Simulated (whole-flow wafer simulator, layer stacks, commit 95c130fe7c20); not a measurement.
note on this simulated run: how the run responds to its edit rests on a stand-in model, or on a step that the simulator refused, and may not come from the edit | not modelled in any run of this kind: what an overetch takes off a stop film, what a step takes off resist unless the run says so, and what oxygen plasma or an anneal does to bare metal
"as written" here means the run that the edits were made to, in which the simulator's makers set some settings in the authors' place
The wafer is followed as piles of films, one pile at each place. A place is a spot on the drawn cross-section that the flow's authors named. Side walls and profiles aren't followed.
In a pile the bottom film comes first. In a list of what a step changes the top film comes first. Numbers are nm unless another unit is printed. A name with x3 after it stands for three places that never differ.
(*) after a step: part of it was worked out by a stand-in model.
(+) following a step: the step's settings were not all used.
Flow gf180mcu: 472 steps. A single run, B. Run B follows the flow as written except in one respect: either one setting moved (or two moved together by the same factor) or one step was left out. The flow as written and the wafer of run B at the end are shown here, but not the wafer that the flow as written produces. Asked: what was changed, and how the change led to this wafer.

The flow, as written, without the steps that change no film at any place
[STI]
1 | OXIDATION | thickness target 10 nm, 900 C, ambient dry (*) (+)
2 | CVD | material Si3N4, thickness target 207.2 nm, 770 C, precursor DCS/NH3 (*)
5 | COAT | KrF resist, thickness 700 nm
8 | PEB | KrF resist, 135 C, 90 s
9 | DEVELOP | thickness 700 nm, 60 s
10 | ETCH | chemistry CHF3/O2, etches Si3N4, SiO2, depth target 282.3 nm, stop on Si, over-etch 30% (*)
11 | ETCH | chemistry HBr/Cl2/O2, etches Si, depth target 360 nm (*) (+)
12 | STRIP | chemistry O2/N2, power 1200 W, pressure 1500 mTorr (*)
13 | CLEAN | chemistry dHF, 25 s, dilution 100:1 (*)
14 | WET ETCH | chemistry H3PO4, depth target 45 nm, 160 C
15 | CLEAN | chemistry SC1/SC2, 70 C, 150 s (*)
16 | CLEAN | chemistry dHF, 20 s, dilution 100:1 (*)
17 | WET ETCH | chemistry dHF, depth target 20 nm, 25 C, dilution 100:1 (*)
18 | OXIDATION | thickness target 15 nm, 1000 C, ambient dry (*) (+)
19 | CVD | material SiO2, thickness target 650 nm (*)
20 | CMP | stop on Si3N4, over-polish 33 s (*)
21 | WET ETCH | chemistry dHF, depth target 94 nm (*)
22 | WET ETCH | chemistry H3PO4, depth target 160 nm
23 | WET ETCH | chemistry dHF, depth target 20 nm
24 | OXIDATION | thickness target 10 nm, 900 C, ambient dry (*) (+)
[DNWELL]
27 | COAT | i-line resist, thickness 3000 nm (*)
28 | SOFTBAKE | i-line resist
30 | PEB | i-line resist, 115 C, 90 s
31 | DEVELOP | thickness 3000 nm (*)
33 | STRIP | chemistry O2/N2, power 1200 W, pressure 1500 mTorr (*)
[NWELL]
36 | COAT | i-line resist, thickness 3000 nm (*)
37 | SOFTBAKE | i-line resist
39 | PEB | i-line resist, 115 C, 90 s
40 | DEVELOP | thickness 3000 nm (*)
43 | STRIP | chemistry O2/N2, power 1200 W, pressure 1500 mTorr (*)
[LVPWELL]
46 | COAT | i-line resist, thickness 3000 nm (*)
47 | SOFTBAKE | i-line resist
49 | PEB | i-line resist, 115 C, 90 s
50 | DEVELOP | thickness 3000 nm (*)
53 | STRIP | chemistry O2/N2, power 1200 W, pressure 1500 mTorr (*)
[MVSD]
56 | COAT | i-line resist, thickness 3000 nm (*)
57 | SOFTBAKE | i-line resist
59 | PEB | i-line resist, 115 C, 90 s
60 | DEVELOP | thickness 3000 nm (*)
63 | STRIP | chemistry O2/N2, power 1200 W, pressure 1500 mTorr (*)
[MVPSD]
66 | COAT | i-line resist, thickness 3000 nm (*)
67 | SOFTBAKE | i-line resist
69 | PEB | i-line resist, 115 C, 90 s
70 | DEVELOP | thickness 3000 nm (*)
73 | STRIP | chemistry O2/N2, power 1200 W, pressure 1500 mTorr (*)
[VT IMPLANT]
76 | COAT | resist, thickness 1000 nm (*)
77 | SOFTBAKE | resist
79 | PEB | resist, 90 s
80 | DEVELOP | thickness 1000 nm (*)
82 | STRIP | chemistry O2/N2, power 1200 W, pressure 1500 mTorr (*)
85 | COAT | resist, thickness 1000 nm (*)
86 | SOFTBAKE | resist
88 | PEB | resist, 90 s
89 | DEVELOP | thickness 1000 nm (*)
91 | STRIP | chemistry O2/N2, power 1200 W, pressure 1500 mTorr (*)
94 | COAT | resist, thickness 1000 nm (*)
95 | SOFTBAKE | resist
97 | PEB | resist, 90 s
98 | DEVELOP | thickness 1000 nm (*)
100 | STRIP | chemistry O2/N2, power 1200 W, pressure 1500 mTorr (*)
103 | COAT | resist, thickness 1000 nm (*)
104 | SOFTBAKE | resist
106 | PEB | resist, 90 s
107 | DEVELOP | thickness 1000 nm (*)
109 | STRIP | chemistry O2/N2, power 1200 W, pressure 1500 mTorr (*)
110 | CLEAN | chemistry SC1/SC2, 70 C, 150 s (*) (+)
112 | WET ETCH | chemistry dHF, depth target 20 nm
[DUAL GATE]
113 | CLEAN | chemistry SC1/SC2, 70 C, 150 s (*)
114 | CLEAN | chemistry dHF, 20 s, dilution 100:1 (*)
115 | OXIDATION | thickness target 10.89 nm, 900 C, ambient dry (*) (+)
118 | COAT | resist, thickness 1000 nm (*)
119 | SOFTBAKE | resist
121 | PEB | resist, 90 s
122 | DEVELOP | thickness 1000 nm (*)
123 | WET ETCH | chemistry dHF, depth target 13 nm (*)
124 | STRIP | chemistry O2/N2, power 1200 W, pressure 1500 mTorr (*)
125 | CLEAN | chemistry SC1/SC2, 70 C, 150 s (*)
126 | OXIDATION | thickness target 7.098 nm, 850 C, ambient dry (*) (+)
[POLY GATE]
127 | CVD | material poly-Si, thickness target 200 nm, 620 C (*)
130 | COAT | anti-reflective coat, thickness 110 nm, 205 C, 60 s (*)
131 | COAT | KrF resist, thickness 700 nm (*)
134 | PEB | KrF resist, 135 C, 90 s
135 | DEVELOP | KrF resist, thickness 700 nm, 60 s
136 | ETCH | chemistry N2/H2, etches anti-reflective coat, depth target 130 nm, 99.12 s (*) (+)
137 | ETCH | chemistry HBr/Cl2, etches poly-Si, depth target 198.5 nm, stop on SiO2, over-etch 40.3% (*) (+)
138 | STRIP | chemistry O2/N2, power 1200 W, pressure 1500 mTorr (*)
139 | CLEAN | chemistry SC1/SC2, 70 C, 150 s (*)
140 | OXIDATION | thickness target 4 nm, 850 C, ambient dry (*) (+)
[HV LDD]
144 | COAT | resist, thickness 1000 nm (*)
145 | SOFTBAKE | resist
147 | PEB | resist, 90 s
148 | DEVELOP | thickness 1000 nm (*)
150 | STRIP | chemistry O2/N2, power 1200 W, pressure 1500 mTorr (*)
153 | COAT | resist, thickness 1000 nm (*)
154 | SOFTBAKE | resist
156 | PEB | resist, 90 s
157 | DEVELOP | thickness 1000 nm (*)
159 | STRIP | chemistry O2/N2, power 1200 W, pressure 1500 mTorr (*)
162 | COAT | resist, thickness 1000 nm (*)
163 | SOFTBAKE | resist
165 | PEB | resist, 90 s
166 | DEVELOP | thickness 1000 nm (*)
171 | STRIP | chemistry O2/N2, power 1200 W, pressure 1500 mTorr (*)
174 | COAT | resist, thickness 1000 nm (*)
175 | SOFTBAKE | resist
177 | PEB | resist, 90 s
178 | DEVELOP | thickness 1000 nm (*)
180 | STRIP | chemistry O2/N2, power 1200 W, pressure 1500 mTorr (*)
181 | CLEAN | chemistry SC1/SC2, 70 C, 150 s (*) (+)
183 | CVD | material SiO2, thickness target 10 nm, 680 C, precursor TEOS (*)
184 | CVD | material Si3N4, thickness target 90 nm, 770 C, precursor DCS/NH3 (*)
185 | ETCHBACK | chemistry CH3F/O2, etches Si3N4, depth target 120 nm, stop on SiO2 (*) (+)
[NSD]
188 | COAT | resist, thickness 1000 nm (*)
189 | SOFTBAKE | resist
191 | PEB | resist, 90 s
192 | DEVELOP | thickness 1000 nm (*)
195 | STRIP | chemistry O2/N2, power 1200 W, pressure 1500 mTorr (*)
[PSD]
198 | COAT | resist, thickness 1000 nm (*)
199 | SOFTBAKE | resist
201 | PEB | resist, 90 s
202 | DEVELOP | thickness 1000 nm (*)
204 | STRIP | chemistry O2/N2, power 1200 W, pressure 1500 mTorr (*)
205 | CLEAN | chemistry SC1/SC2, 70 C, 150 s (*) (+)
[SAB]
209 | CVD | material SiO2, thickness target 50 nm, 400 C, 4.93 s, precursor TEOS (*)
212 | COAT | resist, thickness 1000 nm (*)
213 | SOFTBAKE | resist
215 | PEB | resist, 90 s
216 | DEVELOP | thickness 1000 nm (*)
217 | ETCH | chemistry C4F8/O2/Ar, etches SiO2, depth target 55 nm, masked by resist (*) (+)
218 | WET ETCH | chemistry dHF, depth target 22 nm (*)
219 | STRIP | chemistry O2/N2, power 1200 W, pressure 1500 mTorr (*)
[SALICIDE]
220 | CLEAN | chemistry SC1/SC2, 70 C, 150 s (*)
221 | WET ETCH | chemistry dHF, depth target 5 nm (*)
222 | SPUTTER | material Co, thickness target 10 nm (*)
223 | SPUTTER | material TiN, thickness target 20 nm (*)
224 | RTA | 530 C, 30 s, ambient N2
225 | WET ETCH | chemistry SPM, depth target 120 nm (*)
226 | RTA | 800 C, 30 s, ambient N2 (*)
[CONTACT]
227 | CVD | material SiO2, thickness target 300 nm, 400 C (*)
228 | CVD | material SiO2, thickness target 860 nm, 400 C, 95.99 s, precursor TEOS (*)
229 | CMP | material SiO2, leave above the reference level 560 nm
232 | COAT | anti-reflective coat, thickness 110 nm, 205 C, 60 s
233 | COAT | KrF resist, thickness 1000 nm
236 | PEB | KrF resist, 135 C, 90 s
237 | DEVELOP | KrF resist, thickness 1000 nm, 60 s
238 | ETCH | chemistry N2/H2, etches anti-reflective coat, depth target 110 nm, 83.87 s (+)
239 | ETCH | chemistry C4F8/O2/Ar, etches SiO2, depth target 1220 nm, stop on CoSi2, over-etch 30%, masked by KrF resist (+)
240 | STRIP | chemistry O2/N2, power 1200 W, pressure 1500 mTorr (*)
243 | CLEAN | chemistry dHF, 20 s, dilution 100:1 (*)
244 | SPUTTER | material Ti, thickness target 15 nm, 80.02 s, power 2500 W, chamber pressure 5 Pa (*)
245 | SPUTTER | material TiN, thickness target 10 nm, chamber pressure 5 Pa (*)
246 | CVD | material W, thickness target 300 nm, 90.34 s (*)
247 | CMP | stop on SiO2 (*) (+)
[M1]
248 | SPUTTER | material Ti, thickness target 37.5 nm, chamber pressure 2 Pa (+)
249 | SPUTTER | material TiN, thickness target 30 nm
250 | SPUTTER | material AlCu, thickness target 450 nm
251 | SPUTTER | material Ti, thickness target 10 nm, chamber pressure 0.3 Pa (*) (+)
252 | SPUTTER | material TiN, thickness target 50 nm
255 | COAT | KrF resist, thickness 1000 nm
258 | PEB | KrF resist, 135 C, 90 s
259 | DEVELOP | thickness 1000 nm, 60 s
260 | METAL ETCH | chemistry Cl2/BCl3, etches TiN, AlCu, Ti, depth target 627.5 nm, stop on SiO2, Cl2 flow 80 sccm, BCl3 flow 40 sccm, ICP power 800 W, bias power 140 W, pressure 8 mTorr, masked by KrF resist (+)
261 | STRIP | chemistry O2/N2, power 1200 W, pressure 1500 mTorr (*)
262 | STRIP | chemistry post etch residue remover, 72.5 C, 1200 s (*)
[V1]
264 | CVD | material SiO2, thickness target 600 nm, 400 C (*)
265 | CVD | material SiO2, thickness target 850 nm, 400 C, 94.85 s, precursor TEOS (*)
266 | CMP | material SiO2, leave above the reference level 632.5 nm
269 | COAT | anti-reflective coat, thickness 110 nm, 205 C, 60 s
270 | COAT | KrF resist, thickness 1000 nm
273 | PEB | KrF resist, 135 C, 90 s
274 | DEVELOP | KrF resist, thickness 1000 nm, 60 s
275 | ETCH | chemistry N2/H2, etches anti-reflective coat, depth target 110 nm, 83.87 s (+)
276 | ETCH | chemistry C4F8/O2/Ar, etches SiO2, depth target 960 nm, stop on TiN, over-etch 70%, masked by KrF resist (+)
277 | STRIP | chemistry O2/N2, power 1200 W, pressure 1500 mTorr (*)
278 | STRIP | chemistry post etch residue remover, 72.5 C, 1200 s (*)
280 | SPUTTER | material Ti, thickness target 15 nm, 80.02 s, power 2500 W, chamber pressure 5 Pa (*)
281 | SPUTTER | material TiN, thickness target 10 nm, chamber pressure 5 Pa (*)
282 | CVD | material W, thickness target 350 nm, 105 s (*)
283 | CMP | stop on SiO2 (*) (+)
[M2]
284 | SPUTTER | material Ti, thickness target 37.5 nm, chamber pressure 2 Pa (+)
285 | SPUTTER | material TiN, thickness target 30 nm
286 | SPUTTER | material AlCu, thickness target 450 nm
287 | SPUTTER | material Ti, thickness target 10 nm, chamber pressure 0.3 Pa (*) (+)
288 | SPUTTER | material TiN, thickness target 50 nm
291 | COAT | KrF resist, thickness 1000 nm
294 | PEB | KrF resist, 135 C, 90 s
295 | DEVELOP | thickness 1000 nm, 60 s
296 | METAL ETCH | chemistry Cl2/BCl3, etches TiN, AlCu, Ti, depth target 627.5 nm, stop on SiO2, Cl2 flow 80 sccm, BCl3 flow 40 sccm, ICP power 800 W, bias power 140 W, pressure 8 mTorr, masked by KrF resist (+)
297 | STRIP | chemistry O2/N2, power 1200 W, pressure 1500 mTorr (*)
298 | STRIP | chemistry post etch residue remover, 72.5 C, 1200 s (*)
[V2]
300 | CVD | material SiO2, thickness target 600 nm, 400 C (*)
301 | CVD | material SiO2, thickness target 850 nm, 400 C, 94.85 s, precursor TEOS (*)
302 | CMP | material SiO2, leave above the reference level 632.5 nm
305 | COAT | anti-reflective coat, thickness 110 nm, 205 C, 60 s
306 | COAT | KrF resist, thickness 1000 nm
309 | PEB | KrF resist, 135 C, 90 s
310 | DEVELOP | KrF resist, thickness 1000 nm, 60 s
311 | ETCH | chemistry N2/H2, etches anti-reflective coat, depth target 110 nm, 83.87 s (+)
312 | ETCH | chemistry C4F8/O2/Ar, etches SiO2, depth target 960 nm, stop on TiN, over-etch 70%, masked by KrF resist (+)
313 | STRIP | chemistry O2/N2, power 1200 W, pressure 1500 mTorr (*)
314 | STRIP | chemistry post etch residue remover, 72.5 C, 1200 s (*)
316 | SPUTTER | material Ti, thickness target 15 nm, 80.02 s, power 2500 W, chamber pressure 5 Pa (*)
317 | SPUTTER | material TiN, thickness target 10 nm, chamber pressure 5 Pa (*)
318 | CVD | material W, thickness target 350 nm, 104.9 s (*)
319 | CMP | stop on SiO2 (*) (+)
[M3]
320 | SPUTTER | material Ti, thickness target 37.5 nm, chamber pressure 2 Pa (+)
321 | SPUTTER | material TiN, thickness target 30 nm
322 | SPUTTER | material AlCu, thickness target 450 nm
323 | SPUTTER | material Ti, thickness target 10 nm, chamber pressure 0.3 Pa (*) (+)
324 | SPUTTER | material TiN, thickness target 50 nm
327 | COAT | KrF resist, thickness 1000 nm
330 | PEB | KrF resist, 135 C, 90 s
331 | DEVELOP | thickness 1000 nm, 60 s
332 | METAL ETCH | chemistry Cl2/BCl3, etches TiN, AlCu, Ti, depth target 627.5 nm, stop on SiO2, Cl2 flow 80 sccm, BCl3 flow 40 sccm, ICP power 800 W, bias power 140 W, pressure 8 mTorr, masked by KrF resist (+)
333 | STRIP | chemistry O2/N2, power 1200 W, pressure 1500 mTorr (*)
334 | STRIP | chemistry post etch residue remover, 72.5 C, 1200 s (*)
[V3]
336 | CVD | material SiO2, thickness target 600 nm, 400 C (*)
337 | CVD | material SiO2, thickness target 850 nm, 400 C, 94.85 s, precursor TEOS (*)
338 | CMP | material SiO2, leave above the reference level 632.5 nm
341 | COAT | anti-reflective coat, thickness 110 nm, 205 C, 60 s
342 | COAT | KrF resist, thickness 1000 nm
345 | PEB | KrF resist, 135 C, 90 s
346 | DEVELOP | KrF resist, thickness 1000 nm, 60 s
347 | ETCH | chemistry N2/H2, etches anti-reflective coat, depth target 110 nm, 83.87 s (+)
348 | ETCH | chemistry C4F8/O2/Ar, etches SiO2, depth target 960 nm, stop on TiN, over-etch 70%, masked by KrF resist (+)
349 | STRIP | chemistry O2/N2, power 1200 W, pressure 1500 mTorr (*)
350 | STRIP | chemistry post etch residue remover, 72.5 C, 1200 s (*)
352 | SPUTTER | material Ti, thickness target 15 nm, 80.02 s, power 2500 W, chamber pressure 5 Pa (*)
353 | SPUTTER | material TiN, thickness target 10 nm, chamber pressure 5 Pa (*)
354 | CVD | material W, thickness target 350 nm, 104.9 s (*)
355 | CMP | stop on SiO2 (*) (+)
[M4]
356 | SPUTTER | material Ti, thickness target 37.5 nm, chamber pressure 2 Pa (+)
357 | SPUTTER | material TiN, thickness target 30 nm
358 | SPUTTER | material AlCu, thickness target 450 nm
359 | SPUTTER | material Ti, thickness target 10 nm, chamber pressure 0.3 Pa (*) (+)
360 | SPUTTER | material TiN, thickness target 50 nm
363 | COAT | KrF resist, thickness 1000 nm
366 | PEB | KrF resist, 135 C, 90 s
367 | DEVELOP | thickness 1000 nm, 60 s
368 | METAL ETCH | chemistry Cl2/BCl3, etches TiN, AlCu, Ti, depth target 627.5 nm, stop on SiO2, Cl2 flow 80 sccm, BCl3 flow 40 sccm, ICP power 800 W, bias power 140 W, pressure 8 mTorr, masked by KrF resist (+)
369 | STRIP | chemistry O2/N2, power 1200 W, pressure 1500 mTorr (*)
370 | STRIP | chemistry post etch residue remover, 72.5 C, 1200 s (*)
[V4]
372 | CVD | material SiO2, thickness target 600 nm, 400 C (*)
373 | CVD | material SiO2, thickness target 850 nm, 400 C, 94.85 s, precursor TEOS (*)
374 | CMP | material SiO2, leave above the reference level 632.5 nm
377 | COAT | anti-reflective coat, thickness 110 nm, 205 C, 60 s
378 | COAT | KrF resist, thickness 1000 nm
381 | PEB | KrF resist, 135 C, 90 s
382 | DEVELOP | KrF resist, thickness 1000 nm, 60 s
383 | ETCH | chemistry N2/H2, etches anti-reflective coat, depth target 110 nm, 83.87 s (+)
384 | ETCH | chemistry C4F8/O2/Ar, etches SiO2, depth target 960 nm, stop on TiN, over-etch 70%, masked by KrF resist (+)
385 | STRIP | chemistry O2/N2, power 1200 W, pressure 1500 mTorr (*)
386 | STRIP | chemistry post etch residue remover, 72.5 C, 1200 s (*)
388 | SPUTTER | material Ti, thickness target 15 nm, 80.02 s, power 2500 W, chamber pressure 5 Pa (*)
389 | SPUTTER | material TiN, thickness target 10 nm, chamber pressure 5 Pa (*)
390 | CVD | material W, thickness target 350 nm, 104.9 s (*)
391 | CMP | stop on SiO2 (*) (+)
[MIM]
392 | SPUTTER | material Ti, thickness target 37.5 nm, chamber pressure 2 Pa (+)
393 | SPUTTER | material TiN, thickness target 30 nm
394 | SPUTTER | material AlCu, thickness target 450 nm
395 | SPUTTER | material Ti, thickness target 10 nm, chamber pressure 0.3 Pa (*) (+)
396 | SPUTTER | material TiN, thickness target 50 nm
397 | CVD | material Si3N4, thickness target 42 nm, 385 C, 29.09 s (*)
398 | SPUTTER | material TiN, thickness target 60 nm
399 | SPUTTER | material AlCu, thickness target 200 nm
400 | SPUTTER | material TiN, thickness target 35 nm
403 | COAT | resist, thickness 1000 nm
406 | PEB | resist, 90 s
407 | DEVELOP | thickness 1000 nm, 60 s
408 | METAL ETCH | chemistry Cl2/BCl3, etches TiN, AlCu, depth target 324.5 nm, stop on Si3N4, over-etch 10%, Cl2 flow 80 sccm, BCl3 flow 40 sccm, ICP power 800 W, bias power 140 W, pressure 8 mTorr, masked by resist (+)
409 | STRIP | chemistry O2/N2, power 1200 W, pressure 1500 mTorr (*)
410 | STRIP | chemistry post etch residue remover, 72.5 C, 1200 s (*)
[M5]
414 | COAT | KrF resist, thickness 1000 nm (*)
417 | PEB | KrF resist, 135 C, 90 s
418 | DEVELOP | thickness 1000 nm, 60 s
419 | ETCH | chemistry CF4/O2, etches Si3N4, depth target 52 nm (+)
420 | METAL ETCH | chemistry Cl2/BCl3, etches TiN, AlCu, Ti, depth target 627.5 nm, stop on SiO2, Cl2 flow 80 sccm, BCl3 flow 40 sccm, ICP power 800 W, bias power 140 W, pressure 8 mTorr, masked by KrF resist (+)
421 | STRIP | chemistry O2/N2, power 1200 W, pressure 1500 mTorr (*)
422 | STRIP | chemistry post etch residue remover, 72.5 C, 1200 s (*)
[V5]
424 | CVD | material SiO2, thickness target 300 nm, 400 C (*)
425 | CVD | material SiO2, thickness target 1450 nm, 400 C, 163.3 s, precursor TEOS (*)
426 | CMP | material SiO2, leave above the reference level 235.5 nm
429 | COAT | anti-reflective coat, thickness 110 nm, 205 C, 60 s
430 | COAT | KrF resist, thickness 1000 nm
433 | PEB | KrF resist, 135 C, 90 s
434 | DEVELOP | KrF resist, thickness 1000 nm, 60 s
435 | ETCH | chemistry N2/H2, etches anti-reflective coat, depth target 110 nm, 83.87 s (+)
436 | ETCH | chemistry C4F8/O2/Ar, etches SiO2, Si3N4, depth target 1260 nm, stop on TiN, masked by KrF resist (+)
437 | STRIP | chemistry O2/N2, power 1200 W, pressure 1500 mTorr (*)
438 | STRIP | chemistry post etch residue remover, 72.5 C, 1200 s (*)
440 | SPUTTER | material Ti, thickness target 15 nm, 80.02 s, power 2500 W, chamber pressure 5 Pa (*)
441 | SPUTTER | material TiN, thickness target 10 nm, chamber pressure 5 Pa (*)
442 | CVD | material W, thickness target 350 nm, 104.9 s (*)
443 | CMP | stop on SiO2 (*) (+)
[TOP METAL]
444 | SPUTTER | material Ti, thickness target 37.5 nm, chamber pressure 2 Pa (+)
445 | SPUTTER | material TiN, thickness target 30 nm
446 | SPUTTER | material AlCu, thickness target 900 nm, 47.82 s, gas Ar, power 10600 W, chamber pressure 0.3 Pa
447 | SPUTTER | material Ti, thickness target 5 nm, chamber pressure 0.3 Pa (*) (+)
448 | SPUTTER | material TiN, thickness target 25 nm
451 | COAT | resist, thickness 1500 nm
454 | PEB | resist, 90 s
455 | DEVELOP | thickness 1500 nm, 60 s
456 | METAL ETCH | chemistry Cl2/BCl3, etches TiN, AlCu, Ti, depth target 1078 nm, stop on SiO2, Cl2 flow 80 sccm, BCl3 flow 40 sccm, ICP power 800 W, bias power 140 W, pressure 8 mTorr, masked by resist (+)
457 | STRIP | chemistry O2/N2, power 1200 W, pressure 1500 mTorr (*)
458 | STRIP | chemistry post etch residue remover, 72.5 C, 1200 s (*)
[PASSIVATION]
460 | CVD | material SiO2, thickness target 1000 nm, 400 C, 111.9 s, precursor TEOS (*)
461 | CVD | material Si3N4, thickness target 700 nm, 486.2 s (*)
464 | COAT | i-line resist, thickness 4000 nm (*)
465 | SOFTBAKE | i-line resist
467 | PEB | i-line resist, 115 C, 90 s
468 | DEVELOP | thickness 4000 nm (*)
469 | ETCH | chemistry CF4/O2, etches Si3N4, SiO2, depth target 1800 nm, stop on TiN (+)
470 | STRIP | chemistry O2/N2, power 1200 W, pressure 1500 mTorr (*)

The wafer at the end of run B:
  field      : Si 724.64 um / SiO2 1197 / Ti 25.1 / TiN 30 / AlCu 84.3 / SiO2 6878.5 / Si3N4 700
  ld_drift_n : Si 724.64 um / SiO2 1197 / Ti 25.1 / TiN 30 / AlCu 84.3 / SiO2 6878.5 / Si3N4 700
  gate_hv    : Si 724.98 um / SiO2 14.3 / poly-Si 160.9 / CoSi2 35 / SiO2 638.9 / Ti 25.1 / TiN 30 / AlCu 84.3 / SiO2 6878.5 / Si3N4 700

The reason: step 248, SPUTTER: thickness target 25.1 nm was run, while the flow as written has thickness target 37.5 nm; step 260, METAL ETCH: depth target 420 nm was run, where the flow has depth target 627.5 nm.

The path from the change to this, step by step:
  248 | SPUTTER | material Ti, thickness target 37.5 nm, chamber pressure 2 Pa (+)
      field, field__w1, field__w2 and 108 more: +25.1 Ti (new film) (as written it would have been: +37.5 Ti (new film))
  260 | METAL ETCH | chemistry Cl2/BCl3, etches TiN, AlCu, Ti, depth target 627.5 nm, stop on SiO2, Cl2 flow 80 sccm, BCl3 flow 40 sccm, ICP power 800 W, bias power 140 W, pressure 8 mTorr, masked by KrF resist (+)
      field, field__w1, field__w2 and 99 more: -50 TiN (all of it), -10 Ti (all of it), -360 AlCu (as written it would have been: -50 TiN (all of it), -10 Ti (all of it), -450 AlCu (all of it), -30 TiN (all of it), -37.5 Ti (all of it))
      field__w8, contact, m1 and 6 more: -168 KrF resist (as written it would have been: -251 KrF resist)
  261 | STRIP | chemistry O2/N2, power 1200 W, pressure 1500 mTorr (*)
      field__w8, contact, m1 and 6 more: -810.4 KrF resist (all of it) (as written it would have been: -727.4 KrF resist (all of it))
  262 | STRIP | chemistry post etch residue remover, 72.5 C, 1200 s (*)
      field, field__w1, field__w2 and 99 more: -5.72 AlCu (as written it would have been: nothing)
  264 | CVD | material SiO2, thickness target 600 nm, 400 C (*)
      field, field__w1, field__w2 and 99 more: +600 SiO2 (new film) (as written it would have been: +600 SiO2)
  266 | CMP | material SiO2, leave above the reference level 632.5 nm
      field, field__w1, field__w2 and 99 more: -451.8 SiO2 (as written it would have been: -300 SiO2)
If metal films that touch count as one body, field has 1 body; the flow as written gives 0 bodies.
If metal films that touch count as one body, ld_drift_n has 1 body; the flow as written gives 0 bodies.
If metal films that touch count as one body, gate_hv has 2 bodies (between them, from the top down: SiO2 638.9); the flow as written gives 1 body.
